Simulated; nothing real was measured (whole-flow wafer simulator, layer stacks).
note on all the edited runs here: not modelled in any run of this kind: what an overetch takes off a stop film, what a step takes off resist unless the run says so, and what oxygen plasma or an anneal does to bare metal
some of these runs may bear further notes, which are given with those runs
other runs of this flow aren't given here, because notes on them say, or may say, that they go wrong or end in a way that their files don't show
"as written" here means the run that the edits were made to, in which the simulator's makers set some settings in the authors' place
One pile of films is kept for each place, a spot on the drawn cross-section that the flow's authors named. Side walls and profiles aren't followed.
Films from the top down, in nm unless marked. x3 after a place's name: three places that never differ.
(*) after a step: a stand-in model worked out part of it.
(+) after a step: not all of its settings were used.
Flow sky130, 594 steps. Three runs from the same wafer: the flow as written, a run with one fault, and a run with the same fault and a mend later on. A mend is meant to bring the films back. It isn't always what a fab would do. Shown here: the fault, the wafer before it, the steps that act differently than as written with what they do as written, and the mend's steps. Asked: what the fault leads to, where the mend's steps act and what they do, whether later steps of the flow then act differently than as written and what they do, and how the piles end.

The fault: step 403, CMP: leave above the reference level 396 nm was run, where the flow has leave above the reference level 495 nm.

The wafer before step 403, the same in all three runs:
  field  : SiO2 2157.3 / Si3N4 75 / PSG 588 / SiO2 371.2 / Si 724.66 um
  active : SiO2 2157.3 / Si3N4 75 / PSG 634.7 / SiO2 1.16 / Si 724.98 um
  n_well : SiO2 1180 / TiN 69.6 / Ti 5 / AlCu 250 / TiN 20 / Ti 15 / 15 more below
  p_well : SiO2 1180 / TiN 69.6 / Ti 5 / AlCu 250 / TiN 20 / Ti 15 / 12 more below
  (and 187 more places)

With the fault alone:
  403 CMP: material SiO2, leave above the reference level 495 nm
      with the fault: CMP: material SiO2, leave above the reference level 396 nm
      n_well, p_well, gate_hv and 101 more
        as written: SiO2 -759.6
        with the fault: SiO2 -858.6
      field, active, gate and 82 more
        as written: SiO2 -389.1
        with the fault: SiO2 -488.1
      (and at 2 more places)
  Later steps of the flow that act differently than as written:
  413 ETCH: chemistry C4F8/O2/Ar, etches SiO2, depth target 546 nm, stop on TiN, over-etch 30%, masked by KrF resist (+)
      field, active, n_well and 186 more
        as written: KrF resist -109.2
        with the fault: KrF resist -83.5
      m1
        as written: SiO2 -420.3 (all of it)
        with the fault: SiO2 -321.3 (all of it)
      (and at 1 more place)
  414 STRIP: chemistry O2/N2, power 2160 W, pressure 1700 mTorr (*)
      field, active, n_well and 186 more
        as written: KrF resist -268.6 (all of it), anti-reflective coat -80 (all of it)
        with the fault: KrF resist -294.3 (all of it), anti-reflective coat -80 (all of it)
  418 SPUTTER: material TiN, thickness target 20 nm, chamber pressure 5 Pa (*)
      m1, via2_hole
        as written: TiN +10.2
        with the fault: TiN +11.5
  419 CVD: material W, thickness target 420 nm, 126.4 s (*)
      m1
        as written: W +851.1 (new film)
        with the fault: W +750.8 (new film)
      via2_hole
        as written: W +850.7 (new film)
        with the fault: W +750.3 (new film)
  At the end the piles differ from the flow's by more than 2% or 0.5 nm, whichever is larger, at field, active, n_well and 190 more.
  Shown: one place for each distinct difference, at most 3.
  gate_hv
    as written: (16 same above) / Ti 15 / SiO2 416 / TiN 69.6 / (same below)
    with the fault: (16 same above) / Ti 15 / SiO2 317 / TiN 69.6 / (same below)
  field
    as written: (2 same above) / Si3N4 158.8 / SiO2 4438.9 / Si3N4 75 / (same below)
    with the fault: (2 same above) / Si3N4 158.8 / SiO2 4339.9 / Si3N4 75 / (same below)
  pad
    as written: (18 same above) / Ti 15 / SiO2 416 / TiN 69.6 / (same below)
    with the fault: (18 same above) / Ti 15 / SiO2 317 / TiN 69.6 / (same below)

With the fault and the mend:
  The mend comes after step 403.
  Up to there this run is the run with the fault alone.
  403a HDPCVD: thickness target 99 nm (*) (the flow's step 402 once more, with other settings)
      field, active, n_well and 188 more
        SiO2 +99
  No later step of the flow acts differently than as written, at any place that is followed, by more than 2% or 0.5 nm, whichever is larger.
  At the end the piles are the same as the flow's at every place that both follow.
